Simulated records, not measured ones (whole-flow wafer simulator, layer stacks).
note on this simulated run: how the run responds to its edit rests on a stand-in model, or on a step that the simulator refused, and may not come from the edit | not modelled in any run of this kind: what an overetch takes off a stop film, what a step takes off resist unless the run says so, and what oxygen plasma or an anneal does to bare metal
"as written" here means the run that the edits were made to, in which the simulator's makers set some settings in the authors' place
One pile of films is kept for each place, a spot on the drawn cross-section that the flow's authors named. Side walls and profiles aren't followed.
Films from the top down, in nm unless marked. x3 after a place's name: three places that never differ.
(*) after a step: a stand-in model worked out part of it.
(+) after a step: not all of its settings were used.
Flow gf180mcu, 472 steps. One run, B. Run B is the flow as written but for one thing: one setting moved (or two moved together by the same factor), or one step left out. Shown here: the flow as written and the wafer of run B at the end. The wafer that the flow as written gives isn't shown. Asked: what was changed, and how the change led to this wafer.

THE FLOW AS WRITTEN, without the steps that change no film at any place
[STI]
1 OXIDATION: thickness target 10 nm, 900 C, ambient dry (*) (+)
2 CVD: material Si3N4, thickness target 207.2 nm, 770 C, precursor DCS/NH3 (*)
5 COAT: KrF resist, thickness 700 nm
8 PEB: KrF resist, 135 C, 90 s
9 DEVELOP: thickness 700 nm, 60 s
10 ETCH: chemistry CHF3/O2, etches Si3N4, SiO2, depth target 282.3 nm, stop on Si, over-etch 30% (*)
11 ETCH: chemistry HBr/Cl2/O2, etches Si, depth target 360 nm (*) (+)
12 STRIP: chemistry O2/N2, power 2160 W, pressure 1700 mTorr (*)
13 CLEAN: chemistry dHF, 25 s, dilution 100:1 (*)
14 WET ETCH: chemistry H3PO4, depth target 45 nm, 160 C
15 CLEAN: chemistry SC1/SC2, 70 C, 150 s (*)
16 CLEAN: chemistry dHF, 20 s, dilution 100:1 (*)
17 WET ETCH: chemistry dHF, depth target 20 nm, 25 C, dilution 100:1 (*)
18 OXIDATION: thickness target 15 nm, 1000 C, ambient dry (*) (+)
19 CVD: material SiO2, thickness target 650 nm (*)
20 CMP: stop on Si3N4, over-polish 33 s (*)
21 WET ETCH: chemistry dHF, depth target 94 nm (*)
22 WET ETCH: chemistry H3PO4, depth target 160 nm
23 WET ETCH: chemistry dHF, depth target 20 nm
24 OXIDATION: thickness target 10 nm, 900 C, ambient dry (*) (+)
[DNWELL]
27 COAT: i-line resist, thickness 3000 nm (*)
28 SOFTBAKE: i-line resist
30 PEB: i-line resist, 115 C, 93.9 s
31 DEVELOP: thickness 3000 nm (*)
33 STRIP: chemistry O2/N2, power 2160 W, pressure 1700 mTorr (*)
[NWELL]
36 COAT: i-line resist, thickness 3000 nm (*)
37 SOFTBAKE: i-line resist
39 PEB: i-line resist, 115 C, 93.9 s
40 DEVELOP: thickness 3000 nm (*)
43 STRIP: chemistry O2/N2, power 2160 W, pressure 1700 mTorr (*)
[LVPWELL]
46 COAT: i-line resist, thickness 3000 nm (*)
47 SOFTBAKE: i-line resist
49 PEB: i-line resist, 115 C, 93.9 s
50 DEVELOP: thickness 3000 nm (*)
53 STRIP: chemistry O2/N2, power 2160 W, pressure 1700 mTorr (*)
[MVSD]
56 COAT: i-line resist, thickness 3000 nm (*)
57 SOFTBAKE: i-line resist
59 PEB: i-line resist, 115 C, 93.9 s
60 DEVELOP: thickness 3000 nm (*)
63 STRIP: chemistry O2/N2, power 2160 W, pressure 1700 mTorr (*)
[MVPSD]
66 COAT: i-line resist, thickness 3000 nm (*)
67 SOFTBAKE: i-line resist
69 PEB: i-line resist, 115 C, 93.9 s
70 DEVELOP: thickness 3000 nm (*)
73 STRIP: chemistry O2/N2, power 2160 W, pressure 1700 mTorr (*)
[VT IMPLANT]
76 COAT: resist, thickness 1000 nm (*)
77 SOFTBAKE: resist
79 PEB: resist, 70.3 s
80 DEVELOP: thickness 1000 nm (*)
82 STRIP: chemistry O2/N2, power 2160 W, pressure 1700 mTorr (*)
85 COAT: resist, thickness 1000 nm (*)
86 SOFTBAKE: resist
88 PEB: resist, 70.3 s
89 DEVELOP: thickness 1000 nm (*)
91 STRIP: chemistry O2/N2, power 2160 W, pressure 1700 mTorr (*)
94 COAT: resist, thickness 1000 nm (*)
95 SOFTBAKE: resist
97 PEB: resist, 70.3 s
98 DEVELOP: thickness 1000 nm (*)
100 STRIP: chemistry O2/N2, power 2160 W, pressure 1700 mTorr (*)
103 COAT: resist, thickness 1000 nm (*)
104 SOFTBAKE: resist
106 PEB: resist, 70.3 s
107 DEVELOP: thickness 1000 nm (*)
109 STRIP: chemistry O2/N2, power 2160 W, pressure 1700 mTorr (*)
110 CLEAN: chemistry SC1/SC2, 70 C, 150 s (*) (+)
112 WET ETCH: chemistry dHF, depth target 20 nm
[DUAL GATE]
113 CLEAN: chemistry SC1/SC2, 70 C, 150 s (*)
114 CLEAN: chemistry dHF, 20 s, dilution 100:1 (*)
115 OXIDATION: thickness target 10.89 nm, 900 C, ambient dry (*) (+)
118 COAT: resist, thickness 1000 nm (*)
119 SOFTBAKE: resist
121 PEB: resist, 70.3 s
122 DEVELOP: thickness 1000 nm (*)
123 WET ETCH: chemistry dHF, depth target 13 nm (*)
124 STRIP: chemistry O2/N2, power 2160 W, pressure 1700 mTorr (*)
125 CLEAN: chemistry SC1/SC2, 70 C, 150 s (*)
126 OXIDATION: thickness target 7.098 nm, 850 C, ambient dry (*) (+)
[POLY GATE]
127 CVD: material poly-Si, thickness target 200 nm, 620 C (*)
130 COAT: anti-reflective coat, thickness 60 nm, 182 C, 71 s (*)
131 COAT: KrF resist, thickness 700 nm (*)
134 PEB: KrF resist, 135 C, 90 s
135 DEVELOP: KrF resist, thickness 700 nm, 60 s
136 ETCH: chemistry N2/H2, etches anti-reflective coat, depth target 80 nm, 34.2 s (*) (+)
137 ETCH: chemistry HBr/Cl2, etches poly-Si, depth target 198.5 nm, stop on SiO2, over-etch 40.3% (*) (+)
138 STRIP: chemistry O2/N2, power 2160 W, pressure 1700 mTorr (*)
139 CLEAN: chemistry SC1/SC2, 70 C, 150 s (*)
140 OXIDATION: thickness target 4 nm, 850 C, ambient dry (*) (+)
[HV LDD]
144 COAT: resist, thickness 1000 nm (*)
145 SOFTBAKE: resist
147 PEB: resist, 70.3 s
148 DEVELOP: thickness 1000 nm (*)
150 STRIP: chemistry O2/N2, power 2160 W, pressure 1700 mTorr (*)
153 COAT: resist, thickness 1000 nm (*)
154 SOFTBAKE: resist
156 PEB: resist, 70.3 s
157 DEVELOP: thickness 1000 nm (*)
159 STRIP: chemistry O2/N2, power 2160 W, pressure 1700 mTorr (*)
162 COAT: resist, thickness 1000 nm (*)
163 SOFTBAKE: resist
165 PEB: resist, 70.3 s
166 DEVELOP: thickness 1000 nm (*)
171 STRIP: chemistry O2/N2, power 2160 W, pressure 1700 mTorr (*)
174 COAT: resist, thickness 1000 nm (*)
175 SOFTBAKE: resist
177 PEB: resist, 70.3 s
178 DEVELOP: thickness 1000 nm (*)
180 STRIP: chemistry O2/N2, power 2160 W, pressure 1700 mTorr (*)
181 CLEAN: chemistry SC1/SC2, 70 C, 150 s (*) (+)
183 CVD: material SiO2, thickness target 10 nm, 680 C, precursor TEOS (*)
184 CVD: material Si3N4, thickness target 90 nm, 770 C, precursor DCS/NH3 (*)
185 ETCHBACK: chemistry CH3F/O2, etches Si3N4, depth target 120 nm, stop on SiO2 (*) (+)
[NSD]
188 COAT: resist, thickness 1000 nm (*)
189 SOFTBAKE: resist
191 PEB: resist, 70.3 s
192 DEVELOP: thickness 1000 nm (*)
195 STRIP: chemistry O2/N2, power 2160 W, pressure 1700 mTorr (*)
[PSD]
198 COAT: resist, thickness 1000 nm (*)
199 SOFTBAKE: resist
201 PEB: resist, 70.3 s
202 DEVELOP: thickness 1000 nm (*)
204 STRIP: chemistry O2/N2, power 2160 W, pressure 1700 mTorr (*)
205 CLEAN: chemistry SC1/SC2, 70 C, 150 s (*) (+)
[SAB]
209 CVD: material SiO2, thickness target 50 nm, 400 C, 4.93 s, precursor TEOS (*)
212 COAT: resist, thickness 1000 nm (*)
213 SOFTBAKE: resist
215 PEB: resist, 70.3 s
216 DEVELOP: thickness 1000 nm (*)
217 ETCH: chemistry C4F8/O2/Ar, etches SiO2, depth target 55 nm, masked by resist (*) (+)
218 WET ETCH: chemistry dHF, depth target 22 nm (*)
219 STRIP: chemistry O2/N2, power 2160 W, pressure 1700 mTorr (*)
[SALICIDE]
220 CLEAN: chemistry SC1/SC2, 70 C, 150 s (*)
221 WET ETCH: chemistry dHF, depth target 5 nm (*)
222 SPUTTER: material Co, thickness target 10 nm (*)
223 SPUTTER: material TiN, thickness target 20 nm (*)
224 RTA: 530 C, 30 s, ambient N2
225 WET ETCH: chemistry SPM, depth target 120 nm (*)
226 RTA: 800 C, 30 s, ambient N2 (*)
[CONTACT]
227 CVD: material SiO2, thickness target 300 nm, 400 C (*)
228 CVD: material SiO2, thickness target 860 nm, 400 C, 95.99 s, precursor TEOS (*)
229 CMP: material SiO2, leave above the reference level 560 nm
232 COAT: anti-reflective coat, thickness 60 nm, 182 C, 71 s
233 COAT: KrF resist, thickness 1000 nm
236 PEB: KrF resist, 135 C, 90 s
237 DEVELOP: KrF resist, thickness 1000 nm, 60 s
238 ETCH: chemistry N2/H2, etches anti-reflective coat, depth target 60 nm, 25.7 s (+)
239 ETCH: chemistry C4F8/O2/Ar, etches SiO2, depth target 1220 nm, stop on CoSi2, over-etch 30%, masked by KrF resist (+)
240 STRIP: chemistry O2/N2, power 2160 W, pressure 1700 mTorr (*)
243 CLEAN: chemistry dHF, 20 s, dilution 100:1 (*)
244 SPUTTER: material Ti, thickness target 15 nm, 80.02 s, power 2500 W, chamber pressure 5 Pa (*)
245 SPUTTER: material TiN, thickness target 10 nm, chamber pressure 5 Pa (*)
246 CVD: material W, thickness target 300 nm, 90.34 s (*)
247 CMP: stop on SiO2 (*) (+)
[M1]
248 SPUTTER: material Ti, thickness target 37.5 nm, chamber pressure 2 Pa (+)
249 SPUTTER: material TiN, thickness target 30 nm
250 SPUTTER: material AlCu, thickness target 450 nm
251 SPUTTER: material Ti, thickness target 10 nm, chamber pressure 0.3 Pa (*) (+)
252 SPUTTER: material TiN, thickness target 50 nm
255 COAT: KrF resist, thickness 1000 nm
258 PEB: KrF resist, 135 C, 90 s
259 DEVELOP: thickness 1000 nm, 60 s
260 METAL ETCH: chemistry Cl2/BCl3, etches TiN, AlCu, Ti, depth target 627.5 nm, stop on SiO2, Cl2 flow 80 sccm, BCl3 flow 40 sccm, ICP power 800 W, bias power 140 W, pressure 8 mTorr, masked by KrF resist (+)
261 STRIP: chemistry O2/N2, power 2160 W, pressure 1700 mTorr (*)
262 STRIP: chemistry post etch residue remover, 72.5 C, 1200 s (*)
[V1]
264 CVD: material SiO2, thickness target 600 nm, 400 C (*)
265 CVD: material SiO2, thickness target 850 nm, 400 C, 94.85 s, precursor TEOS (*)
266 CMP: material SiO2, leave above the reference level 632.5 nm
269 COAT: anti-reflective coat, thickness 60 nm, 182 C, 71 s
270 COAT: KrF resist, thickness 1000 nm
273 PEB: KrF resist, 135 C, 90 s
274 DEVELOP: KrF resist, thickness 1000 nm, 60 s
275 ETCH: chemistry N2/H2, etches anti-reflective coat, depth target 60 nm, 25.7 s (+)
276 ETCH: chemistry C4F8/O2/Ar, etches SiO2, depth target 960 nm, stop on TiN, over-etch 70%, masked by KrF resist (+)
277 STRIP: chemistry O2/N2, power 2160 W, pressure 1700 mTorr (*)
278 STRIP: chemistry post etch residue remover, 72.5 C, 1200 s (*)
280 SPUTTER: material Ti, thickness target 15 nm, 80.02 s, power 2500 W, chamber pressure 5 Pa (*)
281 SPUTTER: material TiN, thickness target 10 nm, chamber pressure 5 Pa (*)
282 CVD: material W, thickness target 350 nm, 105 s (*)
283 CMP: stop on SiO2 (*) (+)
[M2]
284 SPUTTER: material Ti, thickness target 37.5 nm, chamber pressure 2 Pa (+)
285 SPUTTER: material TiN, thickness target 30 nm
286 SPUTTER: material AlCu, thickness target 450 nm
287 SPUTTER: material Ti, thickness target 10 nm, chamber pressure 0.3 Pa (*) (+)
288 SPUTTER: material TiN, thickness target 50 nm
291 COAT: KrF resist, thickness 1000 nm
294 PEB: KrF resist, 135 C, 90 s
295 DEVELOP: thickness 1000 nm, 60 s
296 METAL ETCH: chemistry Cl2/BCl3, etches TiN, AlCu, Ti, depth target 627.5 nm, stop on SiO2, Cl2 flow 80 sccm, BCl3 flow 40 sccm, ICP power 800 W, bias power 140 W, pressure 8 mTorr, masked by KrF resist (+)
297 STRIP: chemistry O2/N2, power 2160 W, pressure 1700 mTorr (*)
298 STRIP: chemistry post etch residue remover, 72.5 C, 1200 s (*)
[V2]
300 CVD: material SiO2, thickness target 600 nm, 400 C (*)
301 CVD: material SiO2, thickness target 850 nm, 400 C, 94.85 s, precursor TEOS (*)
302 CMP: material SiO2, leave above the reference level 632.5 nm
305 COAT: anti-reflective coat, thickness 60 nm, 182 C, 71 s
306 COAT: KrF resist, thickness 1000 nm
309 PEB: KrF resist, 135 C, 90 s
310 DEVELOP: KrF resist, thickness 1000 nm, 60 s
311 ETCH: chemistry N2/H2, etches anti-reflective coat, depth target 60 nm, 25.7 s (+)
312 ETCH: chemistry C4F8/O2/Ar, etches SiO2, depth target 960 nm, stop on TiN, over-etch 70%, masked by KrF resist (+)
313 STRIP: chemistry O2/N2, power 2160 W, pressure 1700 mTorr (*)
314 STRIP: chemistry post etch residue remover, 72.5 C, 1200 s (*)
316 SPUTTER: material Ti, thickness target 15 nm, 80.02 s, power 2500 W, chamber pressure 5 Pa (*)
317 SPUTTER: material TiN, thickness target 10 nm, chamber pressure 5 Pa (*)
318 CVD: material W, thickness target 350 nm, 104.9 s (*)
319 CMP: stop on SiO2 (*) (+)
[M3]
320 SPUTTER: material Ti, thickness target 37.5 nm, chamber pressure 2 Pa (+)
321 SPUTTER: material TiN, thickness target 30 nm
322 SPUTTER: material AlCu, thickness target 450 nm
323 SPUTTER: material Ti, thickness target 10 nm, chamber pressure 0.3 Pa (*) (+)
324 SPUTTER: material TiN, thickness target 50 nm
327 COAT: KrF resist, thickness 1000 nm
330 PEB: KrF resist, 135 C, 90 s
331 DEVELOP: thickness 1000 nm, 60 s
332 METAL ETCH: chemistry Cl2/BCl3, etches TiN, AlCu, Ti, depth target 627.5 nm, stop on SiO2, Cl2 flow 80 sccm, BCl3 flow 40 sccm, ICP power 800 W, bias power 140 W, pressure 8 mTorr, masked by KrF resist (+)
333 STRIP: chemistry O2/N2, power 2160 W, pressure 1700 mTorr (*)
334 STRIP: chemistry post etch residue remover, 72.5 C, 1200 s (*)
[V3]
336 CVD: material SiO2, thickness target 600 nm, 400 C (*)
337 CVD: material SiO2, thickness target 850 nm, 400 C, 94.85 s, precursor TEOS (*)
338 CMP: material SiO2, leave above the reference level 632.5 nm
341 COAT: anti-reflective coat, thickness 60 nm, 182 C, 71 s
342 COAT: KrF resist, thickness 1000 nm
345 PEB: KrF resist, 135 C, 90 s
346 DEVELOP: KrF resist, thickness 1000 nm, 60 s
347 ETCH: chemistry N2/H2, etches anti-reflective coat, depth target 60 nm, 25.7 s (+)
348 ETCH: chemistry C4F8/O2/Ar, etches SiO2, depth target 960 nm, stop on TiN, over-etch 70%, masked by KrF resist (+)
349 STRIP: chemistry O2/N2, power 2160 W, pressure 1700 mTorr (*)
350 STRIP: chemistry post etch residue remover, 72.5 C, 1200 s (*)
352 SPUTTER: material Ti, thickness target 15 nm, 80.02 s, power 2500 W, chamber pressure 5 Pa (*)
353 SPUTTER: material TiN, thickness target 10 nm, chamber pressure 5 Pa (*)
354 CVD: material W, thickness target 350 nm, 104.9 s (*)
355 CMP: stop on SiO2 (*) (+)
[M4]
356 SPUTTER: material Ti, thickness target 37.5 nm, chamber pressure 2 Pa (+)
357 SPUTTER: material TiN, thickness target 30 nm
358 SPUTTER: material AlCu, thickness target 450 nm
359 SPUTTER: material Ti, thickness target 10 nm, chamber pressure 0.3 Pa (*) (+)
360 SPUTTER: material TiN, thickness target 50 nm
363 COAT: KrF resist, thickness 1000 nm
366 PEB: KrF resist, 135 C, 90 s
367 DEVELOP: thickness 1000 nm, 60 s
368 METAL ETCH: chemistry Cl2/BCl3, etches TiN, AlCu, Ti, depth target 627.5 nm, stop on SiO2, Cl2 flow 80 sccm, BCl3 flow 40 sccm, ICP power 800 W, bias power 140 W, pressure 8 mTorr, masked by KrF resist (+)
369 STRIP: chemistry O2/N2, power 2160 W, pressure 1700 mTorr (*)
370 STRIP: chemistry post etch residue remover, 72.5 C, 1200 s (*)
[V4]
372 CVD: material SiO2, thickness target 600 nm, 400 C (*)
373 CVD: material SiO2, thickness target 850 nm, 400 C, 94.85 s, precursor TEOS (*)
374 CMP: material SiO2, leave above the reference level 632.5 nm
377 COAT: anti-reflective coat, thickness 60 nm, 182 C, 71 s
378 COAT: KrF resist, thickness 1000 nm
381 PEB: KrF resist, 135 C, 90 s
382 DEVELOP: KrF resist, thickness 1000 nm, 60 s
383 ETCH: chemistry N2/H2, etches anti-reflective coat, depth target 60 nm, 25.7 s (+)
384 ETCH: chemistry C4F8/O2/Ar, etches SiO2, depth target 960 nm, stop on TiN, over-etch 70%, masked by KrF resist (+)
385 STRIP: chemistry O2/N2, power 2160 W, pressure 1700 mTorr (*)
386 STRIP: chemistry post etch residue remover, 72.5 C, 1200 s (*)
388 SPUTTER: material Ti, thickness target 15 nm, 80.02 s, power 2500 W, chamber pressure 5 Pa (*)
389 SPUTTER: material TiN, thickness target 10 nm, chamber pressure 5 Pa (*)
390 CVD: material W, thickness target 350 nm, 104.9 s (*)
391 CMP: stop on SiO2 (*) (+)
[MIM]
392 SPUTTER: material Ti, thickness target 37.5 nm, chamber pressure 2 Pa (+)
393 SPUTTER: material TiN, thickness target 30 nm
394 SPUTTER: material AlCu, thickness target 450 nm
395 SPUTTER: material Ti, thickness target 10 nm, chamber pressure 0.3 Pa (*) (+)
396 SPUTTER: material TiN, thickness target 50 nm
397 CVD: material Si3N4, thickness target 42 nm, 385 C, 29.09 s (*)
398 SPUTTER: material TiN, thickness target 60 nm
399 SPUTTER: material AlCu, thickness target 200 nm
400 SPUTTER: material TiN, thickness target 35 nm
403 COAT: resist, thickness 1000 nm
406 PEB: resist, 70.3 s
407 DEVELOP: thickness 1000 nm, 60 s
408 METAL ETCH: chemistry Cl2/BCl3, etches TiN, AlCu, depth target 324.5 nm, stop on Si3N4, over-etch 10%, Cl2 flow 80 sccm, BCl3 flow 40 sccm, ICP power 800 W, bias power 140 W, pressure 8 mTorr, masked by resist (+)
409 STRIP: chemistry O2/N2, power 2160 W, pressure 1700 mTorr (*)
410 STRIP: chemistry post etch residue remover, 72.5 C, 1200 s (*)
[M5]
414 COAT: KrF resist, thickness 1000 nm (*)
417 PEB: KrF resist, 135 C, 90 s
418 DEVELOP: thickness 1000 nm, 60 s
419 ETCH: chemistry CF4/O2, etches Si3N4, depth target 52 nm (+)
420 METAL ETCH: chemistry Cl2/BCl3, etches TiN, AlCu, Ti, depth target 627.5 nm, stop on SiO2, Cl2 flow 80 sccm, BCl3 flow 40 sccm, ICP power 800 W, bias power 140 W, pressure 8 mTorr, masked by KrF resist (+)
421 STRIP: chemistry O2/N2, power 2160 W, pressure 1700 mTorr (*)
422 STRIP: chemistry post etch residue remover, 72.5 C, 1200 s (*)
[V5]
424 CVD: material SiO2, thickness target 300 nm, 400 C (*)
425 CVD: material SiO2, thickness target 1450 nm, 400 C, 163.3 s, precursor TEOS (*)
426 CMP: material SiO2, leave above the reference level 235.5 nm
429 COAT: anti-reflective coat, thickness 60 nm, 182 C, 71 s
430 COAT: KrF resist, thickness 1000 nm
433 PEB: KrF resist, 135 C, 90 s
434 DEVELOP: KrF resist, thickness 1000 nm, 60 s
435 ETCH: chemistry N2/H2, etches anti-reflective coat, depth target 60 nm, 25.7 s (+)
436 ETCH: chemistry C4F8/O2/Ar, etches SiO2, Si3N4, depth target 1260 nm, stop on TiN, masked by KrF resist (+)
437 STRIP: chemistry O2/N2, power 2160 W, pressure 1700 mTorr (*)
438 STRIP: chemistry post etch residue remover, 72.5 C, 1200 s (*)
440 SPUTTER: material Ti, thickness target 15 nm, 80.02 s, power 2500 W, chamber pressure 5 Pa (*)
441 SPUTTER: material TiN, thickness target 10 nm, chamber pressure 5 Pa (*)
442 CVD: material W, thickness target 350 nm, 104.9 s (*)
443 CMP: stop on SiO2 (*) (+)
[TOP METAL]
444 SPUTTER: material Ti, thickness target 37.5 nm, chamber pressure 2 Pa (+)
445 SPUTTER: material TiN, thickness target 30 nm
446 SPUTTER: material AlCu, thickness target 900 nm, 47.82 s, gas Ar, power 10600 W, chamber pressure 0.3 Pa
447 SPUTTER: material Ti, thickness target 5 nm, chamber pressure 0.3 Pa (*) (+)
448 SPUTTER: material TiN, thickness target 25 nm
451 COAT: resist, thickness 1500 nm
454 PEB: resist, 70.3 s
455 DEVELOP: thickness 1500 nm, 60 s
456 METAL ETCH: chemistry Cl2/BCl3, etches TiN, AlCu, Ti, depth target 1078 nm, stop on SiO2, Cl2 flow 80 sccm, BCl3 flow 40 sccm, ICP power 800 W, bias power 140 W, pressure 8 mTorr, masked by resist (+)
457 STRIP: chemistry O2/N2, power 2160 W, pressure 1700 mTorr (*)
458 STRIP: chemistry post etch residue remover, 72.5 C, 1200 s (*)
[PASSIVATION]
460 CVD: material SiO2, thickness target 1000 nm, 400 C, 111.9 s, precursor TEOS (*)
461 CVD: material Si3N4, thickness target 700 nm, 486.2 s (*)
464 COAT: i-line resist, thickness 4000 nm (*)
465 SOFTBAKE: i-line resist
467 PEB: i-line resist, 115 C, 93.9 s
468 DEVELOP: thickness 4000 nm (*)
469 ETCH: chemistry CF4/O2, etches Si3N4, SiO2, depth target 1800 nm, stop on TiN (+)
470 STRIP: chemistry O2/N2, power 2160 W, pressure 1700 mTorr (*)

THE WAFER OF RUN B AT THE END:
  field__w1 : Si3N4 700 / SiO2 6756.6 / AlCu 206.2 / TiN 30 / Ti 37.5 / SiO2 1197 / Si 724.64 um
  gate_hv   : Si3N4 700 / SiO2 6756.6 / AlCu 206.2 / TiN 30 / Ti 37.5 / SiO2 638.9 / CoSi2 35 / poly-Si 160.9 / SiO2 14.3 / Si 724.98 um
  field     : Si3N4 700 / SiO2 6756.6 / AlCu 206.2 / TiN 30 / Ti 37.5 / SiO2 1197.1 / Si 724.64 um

The cause: step 260, METAL ETCH: depth target 298.1 nm was run, where the flow has depth target 627.5 nm.

How the change led to this, step by step:
  260 METAL ETCH: chemistry Cl2/BCl3, etches TiN, AlCu, Ti, depth target 627.5 nm, stop on SiO2, Cl2 flow 80 sccm, BCl3 flow 40 sccm, ICP power 800 W, bias power 140 W, pressure 8 mTorr, masked by KrF resist (+)
      field, field__w1, field__w2 and 99 more: TiN -50 (all of it), Ti -10 (all of it), AlCu -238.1 (as written it would be: TiN -50 (all of it), Ti -10 (all of it), AlCu -450 (all of it), TiN -30 (all of it), Ti -37.5 (all of it))
      field__w8, contact, m1 and 6 more: KrF resist -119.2 (as written it would be: KrF resist -251)
  261 STRIP: chemistry O2/N2, power 2160 W, pressure 1700 mTorr (*)
      field__w8, contact, m1 and 6 more: KrF resist -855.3 (all of it) (as written it would be: KrF resist -723.5 (all of it))
  262 STRIP: chemistry post etch residue remover, 72.5 C, 1200 s (*)
      field, field__w1, field__w2 and 99 more: AlCu -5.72 (as written it would be: nothing)
  264 CVD: material SiO2, thickness target 600 nm, 400 C (*)
      field, field__w1, field__w2 and 99 more: SiO2 +600 (new film) (as written it would be: SiO2 +600)
  266 CMP: material SiO2, leave above the reference level 632.5 nm
      field, field__w1, field__w2 and 99 more: SiO2 -573.7 (as written it would be: SiO2 -300)
Counting metal films that touch as one body, field__w1 has 1 body; the flow as written gives 0 bodies.
Counting metal films that touch as one body, gate_hv has 2 bodies (between them, from the top down: SiO2 638.9); the flow as written gives 1 body.
Counting metal films that touch as one body, field has 1 body; the flow as written gives 0 bodies.
